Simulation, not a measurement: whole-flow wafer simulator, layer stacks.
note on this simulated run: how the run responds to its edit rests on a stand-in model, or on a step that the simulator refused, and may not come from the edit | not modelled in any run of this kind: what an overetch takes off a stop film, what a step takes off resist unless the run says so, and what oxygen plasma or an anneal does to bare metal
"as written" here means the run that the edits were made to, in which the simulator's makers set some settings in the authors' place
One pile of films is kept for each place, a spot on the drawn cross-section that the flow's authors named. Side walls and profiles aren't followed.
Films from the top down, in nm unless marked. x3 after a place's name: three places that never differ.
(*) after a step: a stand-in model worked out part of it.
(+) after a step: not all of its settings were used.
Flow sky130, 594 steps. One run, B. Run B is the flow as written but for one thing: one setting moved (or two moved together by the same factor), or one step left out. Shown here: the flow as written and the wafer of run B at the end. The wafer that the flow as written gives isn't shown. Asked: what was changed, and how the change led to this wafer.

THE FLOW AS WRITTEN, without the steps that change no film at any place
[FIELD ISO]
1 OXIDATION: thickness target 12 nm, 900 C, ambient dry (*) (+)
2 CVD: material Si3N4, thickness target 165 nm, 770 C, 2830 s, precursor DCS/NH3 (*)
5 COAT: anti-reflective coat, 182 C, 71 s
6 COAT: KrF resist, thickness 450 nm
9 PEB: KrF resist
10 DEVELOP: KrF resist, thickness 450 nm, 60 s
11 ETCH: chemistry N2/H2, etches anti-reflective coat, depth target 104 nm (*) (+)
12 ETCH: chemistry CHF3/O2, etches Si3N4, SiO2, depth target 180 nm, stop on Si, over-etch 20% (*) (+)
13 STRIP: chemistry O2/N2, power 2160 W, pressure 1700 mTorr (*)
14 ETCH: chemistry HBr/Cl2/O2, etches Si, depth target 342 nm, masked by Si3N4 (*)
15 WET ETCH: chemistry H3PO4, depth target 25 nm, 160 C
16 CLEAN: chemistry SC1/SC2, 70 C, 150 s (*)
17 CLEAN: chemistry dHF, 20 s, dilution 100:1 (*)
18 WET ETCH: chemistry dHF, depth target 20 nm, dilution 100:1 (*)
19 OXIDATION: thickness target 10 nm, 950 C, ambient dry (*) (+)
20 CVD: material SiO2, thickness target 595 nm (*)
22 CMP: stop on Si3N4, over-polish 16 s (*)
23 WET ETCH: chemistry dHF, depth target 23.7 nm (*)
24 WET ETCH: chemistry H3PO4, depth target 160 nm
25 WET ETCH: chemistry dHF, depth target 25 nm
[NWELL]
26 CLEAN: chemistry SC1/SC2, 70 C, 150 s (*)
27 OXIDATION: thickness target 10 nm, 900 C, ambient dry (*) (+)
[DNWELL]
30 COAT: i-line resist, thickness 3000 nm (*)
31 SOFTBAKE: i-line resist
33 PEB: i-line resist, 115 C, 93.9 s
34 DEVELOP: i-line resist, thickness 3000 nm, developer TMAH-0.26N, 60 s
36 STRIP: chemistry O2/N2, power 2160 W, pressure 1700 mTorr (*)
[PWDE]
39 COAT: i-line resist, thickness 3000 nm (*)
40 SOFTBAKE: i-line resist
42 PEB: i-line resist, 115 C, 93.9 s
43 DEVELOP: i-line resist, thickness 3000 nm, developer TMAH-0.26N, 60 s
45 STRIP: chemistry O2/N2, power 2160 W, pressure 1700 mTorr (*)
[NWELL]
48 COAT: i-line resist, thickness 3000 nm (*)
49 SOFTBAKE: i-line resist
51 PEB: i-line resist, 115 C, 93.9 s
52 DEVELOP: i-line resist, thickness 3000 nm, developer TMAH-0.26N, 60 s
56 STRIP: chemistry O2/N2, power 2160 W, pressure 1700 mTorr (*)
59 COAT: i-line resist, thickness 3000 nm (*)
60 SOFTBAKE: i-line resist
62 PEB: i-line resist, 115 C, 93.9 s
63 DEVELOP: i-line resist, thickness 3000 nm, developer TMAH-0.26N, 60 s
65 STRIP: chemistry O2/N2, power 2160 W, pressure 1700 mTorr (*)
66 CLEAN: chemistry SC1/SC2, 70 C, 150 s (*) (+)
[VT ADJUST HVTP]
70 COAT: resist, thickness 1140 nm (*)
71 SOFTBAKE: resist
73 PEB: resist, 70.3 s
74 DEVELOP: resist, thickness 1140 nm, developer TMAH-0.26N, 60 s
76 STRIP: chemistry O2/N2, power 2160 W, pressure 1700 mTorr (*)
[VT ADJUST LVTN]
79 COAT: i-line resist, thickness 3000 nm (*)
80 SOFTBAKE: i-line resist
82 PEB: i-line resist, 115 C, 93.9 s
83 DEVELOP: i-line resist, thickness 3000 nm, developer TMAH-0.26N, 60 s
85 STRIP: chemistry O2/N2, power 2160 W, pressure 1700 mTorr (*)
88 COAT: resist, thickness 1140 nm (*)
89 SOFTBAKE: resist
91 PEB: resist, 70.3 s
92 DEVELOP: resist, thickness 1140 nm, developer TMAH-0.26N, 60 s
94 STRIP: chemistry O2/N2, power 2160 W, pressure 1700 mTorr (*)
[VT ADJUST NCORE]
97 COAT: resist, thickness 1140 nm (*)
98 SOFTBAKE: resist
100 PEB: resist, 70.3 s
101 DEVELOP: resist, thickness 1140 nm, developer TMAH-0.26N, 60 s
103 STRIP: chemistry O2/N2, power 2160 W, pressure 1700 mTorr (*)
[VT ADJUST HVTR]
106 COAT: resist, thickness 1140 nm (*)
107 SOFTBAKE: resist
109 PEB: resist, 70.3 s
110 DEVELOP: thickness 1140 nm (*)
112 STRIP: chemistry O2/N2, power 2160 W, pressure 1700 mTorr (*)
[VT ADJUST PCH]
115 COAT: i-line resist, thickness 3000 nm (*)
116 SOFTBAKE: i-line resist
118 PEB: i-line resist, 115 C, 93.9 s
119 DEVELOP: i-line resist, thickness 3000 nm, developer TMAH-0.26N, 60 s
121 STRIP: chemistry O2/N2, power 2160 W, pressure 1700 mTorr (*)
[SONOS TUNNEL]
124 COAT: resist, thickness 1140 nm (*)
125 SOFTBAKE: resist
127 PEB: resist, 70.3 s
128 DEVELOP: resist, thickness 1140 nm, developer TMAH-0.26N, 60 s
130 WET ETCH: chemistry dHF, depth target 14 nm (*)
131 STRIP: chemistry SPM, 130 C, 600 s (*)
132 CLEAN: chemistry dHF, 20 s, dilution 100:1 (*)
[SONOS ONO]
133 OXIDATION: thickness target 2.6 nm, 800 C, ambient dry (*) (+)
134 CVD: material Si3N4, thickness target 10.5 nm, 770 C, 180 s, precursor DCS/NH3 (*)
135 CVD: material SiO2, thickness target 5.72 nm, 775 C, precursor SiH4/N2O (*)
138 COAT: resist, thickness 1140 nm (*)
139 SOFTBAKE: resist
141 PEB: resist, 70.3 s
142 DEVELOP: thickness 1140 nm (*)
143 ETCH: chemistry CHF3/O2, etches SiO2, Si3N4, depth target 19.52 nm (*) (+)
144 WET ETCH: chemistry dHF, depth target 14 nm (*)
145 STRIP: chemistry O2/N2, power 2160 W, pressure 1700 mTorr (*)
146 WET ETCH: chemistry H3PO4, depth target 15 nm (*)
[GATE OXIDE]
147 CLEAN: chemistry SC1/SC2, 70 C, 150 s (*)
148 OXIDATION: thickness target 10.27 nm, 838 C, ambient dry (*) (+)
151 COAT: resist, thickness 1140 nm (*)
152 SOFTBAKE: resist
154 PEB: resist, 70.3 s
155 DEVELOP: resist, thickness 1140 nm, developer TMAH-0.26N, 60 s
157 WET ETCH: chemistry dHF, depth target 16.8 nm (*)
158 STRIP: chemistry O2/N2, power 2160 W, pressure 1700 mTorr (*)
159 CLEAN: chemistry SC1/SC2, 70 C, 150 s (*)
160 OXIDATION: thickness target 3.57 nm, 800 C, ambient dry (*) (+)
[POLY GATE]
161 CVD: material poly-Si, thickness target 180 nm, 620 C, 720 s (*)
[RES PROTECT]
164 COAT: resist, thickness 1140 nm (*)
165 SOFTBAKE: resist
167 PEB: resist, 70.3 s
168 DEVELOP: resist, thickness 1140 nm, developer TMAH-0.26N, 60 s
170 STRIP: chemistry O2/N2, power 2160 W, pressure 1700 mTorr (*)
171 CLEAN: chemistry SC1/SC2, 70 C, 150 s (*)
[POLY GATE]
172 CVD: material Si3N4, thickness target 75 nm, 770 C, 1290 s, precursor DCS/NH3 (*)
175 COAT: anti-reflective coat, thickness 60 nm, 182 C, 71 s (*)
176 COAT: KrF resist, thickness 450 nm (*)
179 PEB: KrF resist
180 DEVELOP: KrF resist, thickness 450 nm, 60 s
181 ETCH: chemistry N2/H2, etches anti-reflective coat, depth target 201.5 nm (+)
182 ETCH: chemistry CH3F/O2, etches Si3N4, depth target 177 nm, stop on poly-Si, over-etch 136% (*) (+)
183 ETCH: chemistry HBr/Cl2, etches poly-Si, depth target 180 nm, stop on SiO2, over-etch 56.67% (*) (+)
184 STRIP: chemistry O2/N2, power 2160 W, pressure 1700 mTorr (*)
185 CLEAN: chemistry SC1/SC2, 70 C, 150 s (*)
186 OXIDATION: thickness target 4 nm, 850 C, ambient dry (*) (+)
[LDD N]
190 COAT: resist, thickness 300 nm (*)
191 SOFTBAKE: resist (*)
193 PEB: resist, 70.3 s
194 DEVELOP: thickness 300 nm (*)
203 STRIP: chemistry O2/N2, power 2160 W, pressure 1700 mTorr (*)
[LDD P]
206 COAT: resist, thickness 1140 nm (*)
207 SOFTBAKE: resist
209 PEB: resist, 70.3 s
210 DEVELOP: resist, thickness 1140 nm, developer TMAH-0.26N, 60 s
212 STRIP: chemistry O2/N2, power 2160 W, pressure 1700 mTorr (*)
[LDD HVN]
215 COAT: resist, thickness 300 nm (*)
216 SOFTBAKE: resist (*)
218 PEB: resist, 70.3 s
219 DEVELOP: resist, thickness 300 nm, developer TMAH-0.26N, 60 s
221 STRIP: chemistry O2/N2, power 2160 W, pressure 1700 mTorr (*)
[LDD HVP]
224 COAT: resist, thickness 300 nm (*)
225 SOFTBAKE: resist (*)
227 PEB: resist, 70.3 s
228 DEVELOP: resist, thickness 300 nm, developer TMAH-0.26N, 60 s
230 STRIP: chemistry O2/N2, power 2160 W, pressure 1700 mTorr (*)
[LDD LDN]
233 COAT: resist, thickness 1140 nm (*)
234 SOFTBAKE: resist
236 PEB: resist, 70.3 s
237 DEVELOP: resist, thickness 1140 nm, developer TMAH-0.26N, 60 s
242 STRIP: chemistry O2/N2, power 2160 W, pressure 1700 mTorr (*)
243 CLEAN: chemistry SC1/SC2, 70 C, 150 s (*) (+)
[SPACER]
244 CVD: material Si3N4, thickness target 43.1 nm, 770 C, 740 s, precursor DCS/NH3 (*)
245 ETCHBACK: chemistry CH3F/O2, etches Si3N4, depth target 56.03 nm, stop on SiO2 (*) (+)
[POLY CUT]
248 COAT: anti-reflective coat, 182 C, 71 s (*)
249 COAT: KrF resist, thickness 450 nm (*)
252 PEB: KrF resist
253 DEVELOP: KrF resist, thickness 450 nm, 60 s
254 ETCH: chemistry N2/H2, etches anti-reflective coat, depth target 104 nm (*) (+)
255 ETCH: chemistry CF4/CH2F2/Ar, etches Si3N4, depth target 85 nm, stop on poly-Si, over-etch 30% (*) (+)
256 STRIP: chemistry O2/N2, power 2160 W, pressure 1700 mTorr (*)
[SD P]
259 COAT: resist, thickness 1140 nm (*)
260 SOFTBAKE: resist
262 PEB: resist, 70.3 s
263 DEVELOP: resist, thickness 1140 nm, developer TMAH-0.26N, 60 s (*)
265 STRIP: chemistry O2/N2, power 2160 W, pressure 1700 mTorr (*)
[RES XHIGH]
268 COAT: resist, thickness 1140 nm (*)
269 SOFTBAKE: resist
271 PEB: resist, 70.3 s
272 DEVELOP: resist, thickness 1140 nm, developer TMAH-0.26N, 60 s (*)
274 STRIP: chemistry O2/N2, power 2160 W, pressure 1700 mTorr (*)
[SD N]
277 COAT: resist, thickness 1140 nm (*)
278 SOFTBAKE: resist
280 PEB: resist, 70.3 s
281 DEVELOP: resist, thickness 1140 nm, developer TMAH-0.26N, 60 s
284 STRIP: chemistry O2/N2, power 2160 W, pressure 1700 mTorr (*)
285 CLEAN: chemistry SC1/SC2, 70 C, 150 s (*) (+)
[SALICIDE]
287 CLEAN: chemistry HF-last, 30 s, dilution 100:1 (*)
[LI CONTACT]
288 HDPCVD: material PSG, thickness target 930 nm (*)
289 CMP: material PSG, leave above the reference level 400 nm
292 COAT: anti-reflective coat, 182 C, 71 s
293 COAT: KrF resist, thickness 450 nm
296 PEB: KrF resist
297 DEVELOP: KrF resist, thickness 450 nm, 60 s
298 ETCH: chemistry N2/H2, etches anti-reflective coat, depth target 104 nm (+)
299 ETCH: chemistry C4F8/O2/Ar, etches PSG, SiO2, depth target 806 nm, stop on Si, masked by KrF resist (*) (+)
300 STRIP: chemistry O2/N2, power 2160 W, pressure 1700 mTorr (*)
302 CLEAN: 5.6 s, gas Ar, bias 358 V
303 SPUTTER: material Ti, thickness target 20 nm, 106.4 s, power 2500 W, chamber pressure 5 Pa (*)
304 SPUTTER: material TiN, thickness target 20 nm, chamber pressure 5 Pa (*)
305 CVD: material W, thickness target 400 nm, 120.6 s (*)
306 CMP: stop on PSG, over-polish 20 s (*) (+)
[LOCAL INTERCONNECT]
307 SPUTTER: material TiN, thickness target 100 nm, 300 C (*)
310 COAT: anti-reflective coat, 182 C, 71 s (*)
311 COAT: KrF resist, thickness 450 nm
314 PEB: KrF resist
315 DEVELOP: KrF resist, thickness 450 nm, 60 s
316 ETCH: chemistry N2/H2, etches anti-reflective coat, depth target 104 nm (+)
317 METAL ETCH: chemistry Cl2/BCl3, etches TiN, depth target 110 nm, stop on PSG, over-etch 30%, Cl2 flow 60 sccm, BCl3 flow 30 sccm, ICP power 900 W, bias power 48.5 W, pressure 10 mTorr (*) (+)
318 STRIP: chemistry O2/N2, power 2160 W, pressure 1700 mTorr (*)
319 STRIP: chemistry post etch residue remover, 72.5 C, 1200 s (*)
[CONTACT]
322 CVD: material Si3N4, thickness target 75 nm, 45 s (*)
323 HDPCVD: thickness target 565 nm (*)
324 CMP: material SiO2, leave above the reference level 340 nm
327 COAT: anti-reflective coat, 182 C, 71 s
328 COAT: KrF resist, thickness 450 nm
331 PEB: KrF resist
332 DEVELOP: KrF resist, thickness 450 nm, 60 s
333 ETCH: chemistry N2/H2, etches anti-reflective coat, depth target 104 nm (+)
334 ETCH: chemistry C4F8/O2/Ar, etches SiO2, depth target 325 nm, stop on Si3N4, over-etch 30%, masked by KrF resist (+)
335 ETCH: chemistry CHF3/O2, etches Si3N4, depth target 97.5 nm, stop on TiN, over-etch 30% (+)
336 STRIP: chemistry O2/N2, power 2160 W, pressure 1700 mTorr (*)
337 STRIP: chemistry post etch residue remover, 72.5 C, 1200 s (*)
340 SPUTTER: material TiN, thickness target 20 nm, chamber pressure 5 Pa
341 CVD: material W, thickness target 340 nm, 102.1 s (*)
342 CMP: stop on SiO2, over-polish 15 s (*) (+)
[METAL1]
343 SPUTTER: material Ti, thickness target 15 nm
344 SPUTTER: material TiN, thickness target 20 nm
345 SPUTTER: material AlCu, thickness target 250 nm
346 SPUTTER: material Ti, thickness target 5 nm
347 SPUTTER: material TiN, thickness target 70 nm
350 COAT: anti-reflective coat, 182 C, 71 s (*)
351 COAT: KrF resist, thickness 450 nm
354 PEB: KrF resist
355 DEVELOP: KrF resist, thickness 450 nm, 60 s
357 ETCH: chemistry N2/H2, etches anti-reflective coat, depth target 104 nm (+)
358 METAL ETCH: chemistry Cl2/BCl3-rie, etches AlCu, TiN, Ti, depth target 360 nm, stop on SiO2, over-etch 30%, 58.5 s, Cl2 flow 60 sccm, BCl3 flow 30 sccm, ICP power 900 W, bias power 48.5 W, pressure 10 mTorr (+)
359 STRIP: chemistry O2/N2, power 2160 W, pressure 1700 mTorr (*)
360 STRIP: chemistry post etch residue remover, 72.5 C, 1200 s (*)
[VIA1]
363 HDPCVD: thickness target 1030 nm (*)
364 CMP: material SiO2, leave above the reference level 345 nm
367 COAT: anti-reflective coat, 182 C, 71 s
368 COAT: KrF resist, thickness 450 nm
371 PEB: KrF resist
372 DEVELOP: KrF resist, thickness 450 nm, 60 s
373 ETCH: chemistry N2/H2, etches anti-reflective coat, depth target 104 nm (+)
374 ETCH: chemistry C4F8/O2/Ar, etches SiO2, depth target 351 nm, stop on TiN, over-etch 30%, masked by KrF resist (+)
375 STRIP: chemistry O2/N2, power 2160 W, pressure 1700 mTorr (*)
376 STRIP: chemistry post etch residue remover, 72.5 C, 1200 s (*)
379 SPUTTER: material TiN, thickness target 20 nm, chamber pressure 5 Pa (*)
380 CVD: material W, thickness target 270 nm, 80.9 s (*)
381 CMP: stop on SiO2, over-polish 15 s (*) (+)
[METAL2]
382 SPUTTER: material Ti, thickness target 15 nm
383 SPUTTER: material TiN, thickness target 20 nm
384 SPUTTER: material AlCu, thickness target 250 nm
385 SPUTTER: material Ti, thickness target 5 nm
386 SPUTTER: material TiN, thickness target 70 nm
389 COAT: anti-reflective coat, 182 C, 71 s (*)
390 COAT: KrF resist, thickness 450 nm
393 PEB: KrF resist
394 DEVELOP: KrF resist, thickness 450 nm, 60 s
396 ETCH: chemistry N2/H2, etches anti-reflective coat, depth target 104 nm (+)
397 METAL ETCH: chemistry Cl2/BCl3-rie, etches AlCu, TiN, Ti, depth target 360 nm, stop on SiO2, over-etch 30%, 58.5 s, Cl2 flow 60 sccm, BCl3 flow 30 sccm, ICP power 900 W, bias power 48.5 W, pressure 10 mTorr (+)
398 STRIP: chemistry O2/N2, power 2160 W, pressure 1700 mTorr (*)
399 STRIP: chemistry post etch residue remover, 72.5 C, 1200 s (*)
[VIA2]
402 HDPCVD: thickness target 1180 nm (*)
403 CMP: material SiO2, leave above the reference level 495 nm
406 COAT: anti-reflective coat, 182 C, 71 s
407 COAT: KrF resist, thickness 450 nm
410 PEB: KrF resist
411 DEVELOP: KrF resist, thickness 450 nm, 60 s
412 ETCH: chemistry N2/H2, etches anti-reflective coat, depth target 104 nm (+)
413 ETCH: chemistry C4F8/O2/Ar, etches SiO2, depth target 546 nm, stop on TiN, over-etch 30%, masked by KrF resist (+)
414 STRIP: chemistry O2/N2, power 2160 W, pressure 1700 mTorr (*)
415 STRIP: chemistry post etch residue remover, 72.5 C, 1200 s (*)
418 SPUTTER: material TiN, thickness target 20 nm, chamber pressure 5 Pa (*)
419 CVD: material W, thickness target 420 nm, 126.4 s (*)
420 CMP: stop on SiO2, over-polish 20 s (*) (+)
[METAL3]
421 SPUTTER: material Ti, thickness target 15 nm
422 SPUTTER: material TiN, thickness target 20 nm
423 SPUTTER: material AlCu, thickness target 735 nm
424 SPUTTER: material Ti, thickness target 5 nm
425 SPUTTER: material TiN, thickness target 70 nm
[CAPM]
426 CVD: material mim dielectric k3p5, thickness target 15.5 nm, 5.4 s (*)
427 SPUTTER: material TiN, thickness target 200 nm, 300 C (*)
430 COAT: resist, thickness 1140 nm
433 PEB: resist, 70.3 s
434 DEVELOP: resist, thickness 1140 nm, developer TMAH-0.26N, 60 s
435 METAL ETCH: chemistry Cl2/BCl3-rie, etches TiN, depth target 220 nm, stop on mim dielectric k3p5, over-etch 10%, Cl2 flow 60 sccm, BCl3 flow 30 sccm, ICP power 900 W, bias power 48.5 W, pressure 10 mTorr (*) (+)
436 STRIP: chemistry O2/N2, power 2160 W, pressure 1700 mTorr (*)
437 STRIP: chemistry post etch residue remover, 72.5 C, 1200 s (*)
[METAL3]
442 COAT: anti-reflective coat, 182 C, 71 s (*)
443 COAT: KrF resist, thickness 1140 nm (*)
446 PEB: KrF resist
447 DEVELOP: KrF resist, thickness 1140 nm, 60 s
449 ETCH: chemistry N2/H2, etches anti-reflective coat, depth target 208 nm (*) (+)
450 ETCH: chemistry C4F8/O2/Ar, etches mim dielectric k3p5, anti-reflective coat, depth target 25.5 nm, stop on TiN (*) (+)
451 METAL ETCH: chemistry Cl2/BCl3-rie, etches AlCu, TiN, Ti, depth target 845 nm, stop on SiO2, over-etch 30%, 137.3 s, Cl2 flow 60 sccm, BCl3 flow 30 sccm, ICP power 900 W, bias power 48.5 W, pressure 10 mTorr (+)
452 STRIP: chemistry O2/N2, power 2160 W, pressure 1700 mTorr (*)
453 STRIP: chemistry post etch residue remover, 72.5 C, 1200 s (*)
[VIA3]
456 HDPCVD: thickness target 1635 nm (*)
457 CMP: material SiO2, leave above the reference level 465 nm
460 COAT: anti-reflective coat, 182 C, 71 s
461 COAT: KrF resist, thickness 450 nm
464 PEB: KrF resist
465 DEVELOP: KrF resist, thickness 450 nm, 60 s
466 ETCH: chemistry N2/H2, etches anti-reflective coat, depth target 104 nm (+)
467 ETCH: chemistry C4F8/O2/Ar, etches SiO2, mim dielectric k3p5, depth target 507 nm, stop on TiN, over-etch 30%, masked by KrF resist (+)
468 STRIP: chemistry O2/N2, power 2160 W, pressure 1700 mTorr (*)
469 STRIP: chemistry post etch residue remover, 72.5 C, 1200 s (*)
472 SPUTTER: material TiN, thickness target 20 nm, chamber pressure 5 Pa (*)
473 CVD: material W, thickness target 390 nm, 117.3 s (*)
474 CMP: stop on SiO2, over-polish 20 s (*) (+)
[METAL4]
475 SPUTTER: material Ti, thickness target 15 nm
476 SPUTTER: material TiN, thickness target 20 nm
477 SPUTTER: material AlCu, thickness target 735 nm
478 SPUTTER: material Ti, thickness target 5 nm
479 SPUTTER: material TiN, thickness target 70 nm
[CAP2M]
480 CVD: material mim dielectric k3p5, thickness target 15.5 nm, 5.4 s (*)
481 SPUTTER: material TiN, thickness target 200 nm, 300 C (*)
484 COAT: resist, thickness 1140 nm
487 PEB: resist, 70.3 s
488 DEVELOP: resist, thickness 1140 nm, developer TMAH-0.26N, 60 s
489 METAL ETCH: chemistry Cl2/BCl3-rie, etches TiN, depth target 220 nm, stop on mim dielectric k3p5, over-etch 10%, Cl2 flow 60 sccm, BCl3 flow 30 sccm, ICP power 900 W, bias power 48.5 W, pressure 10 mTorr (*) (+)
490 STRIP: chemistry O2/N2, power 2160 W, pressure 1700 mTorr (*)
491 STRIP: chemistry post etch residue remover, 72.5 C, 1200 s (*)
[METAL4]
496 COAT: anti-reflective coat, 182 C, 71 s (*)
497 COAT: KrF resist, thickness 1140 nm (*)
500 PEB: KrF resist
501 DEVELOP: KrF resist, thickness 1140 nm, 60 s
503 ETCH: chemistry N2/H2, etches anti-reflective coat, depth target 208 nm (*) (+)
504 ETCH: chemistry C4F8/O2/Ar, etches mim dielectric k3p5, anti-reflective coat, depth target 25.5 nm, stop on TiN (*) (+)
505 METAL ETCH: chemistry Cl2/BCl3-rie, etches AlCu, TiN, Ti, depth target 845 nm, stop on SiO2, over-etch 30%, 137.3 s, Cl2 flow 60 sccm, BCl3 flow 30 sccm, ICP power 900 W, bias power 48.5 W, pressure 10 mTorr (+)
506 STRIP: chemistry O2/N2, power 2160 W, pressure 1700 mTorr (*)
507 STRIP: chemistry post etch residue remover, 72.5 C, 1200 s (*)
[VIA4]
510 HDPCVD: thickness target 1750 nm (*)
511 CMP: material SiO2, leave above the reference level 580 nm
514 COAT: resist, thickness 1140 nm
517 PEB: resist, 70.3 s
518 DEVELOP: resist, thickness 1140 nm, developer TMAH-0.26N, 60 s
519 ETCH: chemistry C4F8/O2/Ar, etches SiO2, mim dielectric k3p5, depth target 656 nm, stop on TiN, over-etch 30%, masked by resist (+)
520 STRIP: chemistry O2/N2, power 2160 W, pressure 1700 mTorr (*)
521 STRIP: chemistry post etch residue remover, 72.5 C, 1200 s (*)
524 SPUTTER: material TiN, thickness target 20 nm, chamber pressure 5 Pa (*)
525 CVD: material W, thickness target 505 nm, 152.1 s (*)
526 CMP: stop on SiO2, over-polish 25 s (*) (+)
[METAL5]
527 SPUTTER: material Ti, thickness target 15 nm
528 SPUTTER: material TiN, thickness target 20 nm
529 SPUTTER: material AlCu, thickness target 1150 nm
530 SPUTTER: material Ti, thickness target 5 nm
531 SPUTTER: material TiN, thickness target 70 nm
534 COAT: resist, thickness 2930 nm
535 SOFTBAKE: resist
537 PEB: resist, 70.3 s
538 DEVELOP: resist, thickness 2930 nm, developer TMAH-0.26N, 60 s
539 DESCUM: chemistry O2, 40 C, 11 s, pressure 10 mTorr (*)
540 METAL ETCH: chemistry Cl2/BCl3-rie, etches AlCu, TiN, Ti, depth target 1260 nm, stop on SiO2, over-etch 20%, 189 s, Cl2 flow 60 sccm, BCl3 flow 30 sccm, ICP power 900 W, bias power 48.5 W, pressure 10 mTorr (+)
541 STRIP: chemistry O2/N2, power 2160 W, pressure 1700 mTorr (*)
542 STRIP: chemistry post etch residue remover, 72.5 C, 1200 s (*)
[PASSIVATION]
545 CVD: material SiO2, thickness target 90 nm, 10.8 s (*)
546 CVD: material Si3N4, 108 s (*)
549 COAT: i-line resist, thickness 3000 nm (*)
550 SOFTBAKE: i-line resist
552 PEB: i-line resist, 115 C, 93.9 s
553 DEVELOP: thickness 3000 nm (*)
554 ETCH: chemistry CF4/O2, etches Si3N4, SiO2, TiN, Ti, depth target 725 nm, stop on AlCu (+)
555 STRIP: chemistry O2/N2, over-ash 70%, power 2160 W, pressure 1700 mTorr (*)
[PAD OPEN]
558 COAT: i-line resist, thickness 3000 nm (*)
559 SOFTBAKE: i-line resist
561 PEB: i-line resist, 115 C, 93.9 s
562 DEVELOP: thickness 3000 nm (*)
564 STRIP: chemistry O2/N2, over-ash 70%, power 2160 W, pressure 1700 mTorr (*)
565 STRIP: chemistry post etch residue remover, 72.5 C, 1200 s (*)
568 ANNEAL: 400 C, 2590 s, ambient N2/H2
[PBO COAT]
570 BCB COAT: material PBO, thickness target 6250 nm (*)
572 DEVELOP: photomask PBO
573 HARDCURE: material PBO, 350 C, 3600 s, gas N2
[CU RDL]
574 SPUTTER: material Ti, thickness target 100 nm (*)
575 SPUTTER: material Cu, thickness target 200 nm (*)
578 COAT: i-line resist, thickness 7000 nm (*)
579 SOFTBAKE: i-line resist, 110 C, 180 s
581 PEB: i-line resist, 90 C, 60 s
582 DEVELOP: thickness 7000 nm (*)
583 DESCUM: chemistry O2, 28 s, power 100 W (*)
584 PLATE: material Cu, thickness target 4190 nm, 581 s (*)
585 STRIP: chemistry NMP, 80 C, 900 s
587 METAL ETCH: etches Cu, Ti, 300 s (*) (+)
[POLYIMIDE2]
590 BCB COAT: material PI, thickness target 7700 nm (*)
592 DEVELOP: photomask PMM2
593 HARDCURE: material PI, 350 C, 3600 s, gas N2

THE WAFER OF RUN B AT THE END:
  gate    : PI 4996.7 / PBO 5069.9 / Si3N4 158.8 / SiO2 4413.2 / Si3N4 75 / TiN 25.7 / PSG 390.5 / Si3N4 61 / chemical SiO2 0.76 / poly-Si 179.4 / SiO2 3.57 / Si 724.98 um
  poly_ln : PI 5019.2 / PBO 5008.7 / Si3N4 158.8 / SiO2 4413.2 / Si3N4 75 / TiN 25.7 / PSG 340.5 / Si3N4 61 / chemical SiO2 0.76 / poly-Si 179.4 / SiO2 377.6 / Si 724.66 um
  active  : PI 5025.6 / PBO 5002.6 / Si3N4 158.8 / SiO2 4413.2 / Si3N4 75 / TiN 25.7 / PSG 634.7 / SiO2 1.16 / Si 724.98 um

The cause: step 316, ETCH: depth target 54.6 nm was run, where the flow has depth target 104 nm.

How the change led to this, step by step:
  316 ETCH: chemistry N2/H2, etches anti-reflective coat, depth target 104 nm (+)
      field, active, gate and 87 more: anti-reflective coat -54.6 (as written it would be: anti-reflective coat -80 (all of it), TiN -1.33)
      rpo_hd: anti-reflective coat -54.6 (as written it would be: anti-reflective coat -80 (all of it), TiN -1.34)
      (and at 100 more places)
  317 METAL ETCH: chemistry Cl2/BCl3, etches TiN, depth target 110 nm, stop on PSG, over-etch 30%, Cl2 flow 60 sccm, BCl3 flow 30 sccm, ICP power 900 W, bias power 48.5 W, pressure 10 mTorr (*) (+)
      field, active, gate and 84 more: anti-reflective coat -25.4 (all of it), TiN -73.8 (as written it would be: TiN -98.7 (all of it))
      rpo_hd, rpm_encl, rpm_encl_psd, iso_guard_nsd_tip: anti-reflective coat -25.4 (all of it), TiN -73.9 (as written it would be: TiN -98.7 (all of it))
  318 STRIP: chemistry O2/N2, power 2160 W, pressure 1700 mTorr (*)
      n_well, p_well, gate_hv and 93 more: KrF resist -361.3 (all of it), anti-reflective coat -80 (all of it) (as written it would be: KrF resist -333.8 (all of it), anti-reflective coat -80 (all of it))
      poly_licon, ndiff_licon, ndiff_licon_cpp, rpo_hd_licon: KrF resist -361.3 (all of it), anti-reflective coat -80.5 (all of it) (as written it would be: KrF resist -333.9 (all of it), anti-reflective coat -80.5 (all of it))
  324 CMP: material SiO2, leave above the reference level 340 nm
      field, active, gate and 84 more: SiO2 -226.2 (as written it would be: SiO2 -200.4)
      rpo_hd, rpm_encl, rpm_encl_psd, iso_guard_nsd_tip: SiO2 -226.1 (as written it would be: SiO2 -200.4)
Counting metal films that touch as one body, gate has 1 body; the flow as written gives 0 bodies.
Counting metal films that touch as one body, poly_ln has 1 body; the flow as written gives 0 bodies.
Counting metal films that touch as one body, active has 1 body; the flow as written gives 0 bodies.
